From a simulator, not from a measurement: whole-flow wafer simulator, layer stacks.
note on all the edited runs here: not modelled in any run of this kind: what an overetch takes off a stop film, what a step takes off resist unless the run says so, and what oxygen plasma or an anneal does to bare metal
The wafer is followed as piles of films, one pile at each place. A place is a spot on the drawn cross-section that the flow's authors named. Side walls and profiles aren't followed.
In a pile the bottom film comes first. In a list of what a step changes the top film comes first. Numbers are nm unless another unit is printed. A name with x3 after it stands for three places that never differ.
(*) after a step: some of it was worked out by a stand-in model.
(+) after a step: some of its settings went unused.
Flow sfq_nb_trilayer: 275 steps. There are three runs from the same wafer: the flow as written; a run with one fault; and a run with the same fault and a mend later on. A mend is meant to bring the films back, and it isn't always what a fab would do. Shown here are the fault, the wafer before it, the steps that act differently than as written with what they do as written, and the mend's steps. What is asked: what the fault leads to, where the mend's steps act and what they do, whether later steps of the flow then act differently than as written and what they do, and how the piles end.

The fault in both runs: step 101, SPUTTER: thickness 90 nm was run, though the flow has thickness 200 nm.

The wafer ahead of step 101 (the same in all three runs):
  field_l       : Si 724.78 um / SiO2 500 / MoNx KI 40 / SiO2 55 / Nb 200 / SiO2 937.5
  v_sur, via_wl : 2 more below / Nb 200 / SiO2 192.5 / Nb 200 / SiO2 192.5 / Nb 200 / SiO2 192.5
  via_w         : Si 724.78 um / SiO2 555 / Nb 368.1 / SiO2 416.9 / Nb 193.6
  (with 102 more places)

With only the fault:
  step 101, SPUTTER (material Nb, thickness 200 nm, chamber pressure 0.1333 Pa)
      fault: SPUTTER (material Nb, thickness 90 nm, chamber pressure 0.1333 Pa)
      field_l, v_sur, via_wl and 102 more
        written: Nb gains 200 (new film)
        fault: Nb gains 90 (new film)
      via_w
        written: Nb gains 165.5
        fault: Nb gains 74.2
  Steps further on in the flow that do not act as written (4 more steps, not shown, differ only slightly: by at most 2% or 0.5 nm, whichever is larger):
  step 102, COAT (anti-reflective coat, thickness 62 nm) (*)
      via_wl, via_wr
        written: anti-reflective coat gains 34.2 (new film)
        fault: anti-reflective coat gains 32.8 (new film)
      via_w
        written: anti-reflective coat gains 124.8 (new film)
        fault: anti-reflective coat gains 119.5 (new film)
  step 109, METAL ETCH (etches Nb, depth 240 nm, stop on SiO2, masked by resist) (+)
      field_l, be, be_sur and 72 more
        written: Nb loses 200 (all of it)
        fault: Nb loses 90 (all of it)
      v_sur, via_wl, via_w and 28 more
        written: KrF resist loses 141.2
        fault: KrF resist loses 79.4
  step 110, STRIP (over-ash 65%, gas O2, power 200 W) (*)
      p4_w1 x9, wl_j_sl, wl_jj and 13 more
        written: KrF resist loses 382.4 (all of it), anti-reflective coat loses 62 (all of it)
        fault: KrF resist loses 444.1 (all of it), anti-reflective coat loses 62 (all of it)
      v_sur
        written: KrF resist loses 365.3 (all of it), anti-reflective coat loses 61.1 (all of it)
        fault: KrF resist loses 429.4 (all of it), anti-reflective coat loses 60.8 (all of it)
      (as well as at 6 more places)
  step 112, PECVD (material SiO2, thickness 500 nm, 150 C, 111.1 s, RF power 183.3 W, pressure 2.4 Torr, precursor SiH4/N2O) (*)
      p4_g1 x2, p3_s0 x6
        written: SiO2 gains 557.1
        fault: SiO2 gains 500
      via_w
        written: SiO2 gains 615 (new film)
        fault: SiO2 gains 584.3 (new film)
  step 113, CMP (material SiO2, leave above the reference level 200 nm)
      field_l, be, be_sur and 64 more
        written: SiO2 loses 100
        fault: SiO2 loses 210
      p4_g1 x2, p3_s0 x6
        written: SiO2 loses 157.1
        fault: SiO2 loses 210
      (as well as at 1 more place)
  At field_l, v_sur, via_wl and 103 more, the piles at the end differ from the flow's by more than 2% or 0.5 nm, whichever is larger.
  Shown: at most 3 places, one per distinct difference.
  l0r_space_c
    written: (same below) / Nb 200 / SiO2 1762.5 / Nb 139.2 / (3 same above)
    fault: (same below) / Nb 200 / SiO2 1652.5 / Nb 139.2 / (3 same above)
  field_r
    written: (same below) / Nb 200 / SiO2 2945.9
    fault: (same below) / Nb 200 / SiO2 2835.9
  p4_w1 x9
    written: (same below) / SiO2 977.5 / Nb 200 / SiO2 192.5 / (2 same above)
    fault: (same below) / SiO2 977.5 / Nb 90 / SiO2 192.5 / (2 same above)

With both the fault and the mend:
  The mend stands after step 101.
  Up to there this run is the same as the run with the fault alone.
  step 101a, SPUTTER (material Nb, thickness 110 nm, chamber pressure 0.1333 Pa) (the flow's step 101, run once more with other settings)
      field_l, v_sur, via_wl and 102 more
        Nb gains 110
      via_w
        Nb gains 90.4
  None of the later steps of the flow differs from how it acts as written, at any place that is followed, by more than 2% or 0.5 nm, whichever is larger.
  The piles end only slightly different from the flow's at the places that both follow, by no more than 2% or 0.5 nm, whichever is larger.
